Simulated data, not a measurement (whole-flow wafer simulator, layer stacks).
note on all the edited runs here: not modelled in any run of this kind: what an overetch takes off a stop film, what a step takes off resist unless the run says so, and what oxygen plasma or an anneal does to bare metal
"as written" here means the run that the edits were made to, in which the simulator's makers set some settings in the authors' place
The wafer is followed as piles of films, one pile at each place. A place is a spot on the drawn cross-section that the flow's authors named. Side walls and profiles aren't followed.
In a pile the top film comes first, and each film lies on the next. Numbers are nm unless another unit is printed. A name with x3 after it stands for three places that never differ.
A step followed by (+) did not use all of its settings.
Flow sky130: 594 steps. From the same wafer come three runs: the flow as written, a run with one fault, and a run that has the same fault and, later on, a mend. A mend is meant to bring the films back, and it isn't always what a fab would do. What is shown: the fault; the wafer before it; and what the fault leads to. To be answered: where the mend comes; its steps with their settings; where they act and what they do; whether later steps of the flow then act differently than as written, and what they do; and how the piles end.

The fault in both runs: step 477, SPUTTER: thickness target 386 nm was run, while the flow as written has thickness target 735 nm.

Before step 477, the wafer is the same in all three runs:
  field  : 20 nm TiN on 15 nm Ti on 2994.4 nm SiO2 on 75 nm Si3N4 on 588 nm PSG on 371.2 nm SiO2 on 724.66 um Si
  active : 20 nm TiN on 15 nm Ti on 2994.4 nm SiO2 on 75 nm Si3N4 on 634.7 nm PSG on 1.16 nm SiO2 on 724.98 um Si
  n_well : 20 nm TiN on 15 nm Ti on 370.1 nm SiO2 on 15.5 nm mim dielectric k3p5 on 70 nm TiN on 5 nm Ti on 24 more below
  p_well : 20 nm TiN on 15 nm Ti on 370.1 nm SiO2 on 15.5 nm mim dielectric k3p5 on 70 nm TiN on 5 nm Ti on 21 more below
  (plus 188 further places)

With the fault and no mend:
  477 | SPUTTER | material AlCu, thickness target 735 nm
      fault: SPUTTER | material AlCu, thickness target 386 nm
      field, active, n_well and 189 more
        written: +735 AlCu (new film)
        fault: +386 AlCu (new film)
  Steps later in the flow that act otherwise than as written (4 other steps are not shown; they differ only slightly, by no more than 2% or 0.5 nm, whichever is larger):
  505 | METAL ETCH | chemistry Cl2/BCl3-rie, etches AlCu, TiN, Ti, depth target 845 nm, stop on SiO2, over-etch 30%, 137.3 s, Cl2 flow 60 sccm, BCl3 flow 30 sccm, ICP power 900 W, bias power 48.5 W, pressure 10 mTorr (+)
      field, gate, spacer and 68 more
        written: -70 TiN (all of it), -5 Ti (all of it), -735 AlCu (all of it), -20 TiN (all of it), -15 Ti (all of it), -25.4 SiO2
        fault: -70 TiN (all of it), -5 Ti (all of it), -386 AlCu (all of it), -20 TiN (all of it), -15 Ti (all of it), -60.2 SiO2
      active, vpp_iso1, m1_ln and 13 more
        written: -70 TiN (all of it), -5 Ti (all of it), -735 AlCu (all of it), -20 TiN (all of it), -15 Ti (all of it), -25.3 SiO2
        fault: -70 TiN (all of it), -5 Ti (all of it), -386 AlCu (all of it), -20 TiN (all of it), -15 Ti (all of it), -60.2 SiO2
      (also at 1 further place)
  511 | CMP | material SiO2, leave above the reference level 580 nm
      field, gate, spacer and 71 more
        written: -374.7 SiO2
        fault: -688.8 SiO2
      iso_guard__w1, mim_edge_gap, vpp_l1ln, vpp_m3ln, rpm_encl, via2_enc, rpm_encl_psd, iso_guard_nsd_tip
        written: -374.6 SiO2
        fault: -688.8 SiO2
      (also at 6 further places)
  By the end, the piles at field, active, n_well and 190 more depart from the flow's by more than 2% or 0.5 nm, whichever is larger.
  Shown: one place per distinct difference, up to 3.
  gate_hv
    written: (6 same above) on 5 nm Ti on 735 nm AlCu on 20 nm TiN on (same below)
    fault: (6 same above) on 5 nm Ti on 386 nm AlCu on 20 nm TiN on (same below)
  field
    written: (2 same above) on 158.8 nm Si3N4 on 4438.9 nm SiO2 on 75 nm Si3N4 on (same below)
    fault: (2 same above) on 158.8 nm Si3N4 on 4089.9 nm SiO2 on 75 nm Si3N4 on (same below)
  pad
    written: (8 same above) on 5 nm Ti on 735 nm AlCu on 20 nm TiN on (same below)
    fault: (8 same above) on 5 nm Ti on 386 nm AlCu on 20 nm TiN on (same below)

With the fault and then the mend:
  The mend follows step 477.
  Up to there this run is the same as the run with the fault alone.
  477a | SPUTTER | material AlCu, thickness target 349 nm (the flow's step 477, run once more with other settings)
      field, active, n_well and 189 more
        +349 AlCu
  Later steps of the flow that are run all act as written at every place that is followed.
  The piles end the same as the flow's at every place that both follow.
